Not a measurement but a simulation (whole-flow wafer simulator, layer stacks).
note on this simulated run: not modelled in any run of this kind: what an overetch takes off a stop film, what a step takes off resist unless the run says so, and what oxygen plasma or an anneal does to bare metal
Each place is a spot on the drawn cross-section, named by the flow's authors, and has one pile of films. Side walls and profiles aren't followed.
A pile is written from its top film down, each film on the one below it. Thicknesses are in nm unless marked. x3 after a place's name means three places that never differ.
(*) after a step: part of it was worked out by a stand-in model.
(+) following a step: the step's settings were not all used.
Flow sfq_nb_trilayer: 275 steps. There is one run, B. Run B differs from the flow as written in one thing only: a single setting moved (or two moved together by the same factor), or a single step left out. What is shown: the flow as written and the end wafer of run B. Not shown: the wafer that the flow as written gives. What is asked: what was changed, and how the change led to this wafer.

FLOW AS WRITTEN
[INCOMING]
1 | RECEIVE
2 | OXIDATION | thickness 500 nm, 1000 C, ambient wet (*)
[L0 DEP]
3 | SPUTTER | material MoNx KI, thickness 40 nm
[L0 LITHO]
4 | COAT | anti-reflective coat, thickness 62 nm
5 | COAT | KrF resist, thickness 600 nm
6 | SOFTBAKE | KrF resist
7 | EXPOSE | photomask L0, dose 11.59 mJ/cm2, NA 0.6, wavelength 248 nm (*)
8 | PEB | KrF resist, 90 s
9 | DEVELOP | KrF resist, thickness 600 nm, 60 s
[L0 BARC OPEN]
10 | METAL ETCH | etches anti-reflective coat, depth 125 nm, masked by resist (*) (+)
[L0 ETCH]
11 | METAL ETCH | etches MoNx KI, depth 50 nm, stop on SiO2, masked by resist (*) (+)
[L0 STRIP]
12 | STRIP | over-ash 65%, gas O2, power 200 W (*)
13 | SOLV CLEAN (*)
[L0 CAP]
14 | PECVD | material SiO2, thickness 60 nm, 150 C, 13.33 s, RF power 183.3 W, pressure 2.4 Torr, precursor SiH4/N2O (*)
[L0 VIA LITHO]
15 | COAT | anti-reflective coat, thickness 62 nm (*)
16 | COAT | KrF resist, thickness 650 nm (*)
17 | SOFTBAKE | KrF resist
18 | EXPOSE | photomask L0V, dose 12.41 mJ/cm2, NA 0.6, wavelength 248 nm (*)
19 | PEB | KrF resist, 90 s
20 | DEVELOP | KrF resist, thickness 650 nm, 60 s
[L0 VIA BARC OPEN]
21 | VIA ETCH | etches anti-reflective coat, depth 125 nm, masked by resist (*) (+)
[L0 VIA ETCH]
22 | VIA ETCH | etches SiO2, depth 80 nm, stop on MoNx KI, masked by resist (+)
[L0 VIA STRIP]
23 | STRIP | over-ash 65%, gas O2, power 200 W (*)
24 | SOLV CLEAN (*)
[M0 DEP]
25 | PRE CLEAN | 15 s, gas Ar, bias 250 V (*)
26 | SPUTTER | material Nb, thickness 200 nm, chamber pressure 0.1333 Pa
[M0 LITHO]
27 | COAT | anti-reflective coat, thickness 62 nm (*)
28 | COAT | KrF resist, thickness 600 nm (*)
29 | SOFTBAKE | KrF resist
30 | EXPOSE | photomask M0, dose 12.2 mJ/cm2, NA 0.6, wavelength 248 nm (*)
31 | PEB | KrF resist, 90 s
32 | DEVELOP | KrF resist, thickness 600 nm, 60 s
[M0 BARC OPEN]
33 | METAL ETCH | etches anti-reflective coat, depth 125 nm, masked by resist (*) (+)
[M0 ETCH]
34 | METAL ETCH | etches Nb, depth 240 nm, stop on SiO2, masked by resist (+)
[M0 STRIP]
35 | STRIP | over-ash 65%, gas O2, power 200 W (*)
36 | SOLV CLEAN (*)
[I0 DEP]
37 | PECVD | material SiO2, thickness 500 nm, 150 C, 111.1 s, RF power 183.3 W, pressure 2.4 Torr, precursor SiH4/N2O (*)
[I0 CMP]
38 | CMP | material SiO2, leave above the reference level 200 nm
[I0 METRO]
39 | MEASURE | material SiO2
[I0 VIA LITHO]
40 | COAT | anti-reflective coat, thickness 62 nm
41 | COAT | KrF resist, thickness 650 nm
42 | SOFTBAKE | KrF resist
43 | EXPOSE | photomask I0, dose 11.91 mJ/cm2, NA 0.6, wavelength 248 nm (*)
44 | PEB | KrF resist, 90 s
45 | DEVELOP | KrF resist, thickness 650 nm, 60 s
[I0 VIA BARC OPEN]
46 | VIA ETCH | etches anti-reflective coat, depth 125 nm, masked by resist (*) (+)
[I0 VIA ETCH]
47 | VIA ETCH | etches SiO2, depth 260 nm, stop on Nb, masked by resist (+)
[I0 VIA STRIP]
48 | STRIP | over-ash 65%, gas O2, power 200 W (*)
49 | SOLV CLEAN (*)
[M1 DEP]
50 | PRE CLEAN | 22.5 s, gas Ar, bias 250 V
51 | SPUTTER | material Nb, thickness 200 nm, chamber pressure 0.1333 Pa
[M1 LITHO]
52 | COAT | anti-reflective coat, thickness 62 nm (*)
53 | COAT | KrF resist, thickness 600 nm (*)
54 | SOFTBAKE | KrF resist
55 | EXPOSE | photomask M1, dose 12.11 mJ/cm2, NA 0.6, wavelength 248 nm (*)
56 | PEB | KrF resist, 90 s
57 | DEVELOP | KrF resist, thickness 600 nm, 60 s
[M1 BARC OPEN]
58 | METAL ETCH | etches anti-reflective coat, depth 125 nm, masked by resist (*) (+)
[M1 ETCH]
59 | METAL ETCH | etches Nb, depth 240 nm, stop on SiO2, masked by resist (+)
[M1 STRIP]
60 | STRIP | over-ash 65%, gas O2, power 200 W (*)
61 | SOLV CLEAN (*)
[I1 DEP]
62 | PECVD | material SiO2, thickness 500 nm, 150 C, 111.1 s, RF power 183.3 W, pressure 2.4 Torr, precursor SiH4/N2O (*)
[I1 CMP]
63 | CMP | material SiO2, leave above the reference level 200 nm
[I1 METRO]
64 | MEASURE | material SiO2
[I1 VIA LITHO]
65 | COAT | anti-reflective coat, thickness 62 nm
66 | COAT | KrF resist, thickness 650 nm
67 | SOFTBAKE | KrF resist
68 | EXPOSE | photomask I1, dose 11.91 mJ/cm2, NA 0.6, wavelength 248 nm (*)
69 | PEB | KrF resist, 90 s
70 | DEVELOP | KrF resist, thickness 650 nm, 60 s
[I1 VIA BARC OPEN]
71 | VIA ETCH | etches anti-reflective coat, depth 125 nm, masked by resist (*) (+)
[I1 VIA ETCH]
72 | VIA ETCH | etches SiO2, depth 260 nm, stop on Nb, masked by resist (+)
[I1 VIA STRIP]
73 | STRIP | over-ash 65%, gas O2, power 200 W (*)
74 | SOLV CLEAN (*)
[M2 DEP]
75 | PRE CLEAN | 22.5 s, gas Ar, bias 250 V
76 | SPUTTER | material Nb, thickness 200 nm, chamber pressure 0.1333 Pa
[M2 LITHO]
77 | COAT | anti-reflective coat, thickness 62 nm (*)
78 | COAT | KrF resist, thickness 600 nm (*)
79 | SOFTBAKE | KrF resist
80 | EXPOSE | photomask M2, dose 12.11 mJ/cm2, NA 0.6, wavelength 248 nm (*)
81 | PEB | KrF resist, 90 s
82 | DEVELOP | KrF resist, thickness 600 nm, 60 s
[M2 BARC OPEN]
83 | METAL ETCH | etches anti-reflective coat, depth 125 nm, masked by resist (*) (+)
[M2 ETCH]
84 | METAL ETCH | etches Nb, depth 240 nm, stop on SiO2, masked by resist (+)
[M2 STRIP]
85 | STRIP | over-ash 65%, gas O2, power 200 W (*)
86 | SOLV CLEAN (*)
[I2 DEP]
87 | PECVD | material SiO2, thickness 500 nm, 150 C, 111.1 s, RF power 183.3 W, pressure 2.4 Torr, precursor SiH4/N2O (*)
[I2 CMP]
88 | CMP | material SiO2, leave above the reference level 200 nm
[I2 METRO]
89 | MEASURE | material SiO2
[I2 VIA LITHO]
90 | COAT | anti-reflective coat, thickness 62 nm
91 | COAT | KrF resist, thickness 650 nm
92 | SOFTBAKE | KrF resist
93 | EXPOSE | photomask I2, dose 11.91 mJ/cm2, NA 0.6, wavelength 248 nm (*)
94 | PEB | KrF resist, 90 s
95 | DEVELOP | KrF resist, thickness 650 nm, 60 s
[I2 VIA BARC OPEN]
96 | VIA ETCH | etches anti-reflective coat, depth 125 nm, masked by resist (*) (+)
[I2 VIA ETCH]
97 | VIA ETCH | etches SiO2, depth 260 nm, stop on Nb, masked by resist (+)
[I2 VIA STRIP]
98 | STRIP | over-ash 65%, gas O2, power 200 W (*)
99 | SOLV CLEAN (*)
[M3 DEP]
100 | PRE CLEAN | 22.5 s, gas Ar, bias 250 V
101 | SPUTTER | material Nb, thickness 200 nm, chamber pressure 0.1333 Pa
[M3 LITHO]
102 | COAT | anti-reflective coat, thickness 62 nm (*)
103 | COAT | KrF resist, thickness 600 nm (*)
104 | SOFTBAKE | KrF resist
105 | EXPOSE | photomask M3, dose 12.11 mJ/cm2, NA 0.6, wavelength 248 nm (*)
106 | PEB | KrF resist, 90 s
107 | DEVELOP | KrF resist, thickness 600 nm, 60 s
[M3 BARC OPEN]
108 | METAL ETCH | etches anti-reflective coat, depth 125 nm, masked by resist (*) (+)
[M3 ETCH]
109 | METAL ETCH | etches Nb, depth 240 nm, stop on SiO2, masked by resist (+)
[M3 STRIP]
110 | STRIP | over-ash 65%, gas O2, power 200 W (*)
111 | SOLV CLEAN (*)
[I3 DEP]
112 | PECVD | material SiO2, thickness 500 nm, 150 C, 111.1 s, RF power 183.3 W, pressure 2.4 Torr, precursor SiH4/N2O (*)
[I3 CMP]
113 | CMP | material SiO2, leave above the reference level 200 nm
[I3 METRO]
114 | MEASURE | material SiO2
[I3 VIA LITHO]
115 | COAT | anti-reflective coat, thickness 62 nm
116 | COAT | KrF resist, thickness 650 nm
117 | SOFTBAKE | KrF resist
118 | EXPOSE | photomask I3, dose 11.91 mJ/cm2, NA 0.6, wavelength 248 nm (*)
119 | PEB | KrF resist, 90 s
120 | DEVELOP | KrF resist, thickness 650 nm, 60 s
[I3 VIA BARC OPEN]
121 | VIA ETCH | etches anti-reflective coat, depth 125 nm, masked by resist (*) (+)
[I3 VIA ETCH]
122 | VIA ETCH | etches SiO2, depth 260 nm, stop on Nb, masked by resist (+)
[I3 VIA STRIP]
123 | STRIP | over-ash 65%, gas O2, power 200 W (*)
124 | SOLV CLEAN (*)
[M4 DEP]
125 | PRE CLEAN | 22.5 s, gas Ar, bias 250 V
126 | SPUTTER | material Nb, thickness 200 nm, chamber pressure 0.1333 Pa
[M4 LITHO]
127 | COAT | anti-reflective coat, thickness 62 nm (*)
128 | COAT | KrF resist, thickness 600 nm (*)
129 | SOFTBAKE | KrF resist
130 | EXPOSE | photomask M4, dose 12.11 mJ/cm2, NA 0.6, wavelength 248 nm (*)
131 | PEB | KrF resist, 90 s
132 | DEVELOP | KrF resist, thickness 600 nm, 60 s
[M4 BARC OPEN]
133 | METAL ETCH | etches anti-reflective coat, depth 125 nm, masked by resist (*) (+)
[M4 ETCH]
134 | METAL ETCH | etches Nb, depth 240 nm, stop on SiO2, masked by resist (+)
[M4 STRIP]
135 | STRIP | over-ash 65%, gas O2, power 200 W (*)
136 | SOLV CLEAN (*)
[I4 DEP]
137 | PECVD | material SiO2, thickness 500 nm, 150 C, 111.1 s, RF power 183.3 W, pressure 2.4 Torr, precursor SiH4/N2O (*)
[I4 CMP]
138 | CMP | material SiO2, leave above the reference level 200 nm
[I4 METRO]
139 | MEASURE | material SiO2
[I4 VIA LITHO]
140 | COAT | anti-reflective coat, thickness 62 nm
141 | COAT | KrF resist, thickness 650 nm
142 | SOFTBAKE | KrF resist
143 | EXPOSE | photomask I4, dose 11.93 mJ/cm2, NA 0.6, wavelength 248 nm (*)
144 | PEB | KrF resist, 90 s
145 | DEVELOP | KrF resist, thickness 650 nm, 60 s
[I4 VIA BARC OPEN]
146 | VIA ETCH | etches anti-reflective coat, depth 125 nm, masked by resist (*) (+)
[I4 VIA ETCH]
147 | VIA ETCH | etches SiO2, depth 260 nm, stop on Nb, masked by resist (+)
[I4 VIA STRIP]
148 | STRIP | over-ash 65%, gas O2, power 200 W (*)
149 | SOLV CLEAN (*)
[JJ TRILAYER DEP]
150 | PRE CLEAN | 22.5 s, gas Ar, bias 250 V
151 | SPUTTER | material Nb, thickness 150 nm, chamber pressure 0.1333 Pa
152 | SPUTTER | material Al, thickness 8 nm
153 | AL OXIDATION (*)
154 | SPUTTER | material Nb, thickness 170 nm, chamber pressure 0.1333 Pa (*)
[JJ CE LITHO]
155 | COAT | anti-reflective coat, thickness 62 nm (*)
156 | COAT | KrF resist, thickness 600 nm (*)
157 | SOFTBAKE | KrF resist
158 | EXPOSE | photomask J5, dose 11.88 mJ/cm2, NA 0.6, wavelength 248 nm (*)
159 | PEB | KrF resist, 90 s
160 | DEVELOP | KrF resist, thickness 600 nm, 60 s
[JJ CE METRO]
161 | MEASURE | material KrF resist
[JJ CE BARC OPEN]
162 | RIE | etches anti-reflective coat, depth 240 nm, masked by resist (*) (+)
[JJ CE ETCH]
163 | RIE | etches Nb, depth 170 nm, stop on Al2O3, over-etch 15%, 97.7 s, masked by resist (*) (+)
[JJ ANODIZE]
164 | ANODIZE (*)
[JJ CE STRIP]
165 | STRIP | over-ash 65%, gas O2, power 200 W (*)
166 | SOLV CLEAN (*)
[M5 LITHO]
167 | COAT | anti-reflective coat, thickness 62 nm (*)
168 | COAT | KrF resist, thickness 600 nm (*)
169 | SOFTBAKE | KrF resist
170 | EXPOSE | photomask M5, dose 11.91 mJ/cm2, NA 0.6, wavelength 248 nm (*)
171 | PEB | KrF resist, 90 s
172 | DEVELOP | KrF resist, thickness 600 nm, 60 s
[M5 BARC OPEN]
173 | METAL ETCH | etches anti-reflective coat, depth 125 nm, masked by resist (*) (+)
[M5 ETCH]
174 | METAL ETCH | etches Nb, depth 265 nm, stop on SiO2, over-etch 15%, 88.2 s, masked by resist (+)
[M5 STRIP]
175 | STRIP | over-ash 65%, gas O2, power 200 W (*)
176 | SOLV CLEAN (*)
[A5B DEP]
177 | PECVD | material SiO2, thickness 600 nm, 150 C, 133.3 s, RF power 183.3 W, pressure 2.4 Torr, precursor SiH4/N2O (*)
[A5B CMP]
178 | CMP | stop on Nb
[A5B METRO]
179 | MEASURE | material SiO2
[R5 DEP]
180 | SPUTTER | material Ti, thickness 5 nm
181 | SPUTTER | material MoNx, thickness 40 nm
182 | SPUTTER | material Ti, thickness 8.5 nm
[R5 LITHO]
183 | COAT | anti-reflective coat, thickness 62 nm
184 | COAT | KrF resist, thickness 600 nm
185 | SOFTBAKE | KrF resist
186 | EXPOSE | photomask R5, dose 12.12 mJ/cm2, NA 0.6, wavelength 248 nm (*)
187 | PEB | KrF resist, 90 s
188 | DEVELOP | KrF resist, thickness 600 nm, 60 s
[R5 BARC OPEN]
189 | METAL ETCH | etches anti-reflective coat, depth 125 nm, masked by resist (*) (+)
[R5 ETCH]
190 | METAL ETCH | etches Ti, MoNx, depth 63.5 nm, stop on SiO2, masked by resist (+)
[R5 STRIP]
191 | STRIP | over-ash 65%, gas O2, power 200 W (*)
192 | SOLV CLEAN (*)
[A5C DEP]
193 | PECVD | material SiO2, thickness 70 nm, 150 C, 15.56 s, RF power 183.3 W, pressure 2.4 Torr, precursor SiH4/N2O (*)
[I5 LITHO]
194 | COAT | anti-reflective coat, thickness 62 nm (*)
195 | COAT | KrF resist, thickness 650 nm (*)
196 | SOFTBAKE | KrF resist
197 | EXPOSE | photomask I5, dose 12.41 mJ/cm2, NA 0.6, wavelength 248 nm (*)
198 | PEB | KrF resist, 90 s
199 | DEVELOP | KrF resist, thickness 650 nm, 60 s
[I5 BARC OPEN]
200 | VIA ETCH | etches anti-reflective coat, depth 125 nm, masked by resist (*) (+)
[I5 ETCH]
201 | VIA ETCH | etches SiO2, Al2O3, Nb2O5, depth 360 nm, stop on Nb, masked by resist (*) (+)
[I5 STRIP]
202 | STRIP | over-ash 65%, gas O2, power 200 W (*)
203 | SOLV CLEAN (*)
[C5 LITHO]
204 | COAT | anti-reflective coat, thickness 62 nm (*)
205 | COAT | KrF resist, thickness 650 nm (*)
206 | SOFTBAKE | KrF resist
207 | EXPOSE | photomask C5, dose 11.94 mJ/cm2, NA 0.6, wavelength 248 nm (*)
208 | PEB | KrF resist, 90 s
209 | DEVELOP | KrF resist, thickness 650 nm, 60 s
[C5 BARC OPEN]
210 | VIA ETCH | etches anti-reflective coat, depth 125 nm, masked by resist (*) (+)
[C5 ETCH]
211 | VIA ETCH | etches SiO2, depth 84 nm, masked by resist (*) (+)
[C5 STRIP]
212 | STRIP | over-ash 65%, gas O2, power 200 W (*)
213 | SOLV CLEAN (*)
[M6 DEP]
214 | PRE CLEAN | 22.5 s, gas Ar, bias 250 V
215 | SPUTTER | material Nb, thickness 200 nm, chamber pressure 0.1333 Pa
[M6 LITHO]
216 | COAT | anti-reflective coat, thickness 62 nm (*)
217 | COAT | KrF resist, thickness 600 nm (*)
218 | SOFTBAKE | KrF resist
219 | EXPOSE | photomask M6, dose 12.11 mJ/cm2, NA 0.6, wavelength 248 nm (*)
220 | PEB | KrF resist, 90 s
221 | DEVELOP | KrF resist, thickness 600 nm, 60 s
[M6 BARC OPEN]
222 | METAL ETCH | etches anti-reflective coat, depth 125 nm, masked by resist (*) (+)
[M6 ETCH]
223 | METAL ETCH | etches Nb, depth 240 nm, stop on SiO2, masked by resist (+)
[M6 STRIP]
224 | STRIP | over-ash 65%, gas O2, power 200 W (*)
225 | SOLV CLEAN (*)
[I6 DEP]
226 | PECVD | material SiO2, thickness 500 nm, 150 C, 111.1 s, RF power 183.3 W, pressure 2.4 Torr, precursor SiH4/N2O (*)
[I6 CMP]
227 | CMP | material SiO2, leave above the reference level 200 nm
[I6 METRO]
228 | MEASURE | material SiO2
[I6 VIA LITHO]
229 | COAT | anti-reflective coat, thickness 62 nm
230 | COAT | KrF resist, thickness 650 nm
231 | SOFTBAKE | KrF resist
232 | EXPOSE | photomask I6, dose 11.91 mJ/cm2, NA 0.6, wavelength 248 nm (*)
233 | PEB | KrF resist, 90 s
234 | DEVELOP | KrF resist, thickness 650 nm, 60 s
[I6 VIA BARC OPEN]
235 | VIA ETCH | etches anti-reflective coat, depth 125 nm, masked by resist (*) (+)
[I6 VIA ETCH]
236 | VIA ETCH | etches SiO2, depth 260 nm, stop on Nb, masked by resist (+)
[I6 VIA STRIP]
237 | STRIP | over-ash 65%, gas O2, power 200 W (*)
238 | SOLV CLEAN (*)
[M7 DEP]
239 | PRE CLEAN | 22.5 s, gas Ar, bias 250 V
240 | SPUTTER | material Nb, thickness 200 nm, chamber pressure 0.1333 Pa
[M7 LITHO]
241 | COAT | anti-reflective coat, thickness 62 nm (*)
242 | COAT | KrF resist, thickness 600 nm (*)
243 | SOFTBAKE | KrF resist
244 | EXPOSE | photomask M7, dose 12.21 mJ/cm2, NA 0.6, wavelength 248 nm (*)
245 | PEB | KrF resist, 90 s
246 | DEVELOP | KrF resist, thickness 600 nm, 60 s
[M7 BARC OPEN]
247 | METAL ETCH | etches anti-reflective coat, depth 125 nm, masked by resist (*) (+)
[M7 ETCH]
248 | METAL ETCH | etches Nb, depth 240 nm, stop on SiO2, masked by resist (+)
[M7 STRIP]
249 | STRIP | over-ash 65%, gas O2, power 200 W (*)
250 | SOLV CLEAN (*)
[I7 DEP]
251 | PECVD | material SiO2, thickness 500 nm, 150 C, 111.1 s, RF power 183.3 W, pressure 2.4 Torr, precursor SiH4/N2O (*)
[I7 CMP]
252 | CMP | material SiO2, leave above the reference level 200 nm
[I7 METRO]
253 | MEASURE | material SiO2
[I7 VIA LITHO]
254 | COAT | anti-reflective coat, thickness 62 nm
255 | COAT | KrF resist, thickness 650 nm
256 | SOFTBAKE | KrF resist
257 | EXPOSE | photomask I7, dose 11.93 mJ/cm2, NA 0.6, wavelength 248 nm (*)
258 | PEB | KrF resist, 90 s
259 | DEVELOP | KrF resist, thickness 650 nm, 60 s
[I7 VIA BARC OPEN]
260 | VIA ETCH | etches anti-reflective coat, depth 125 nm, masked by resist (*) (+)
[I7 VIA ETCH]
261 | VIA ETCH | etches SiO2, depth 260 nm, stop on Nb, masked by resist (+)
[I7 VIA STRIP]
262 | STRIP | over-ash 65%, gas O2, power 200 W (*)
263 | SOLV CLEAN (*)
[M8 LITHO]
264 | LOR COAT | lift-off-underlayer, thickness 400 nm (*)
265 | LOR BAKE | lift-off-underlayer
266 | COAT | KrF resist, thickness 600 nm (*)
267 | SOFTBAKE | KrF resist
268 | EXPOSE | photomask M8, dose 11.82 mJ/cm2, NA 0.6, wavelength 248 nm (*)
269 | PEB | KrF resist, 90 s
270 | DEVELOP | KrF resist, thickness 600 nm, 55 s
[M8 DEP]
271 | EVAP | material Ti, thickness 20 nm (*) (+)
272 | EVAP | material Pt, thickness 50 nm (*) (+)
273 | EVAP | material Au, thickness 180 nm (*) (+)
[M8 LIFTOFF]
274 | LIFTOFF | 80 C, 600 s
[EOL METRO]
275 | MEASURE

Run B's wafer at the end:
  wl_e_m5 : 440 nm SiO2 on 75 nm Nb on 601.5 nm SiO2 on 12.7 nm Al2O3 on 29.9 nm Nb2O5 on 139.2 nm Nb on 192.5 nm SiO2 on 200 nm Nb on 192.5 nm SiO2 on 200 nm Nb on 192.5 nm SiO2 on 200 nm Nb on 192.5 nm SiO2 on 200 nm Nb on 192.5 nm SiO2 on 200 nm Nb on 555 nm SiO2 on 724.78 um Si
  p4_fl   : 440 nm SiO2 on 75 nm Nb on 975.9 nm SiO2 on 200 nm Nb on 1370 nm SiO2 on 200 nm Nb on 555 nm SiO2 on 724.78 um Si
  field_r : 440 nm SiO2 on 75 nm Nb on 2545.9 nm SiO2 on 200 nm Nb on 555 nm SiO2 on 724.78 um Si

Cause: step 240, SPUTTER: thickness 315 nm was run, though the flow has thickness 200 nm.

Step by step, how the change led to this:
  240 | SPUTTER | material Nb, thickness 200 nm, chamber pressure 0.1333 Pa
      field_l, v_sur, via_wl and 102 more: +315 Nb (new film) (it would be, as written: +200 Nb (new film))
      via_v: +254.5 Nb (it would be, as written: +161.1 Nb)
  241 | COAT | anti-reflective coat, thickness 62 nm (*)
      via_v: +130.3 anti-reflective coat (new film) (it would be, as written: +126 anti-reflective coat (new film))
  248 | METAL ETCH | etches Nb, depth 240 nm, stop on SiO2, masked by resist (+)
      field_l, field_r, lsp_l and 62 more: -240 Nb (it would be, as written: -200 Nb (all of it))
  249 | STRIP | over-ash 65%, gas O2, power 200 W (*)
      via_v: -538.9 KrF resist (all of it), -130.3 anti-reflective coat (all of it) (it would be, as written: -524.5 KrF resist (all of it), -126 anti-reflective coat (all of it))
  251 | PECVD | material SiO2, thickness 500 nm, 150 C, 111.1 s, RF power 183.3 W, pressure 2.4 Torr, precursor SiH4/N2O (*)
      field_l, p4_fl, p4_fm and 56 more: +500 SiO2 (new film) (it would be, as written: +500 SiO2)
      field_r, lsp_l: +473.2 SiO2 (new film) (it would be, as written: +477.7 SiO2)
      (also at 4 further places)
  252 | CMP | material SiO2, leave above the reference level 200 nm
      field_l, p4_fl, p4_fm and 56 more: -60 SiO2 (it would be, as written: -100 SiO2)
      field_r, lsp_l: -33.2 SiO2 (it would be, as written: -77.7 SiO2)
      (also at 3 further places)
If metal films that touch count as one body, wl_e_m5 has 7 bodies (between them, from the top down: SiO2 601.5 / Al2O3 12.7 / Nb2O5 29.9; SiO2 192.5; SiO2 192.5; SiO2 192.5; SiO2 192.5; SiO2 192.5); the flow as written gives 6 bodies (between them, from the top down: SiO2 192.5; SiO2 192.5; SiO2 192.5; SiO2 192.5; SiO2 192.5).
If metal films that touch count as one body, p4_fl has 3 bodies (between them, from the top down: SiO2 975.9; SiO2 1370); the flow as written gives 2 bodies (between them, from the top down: SiO2 1370).
If metal films that touch count as one body, field_r has 2 bodies (between them, from the top down: SiO2 2545.9); the flow as written gives 1 body.
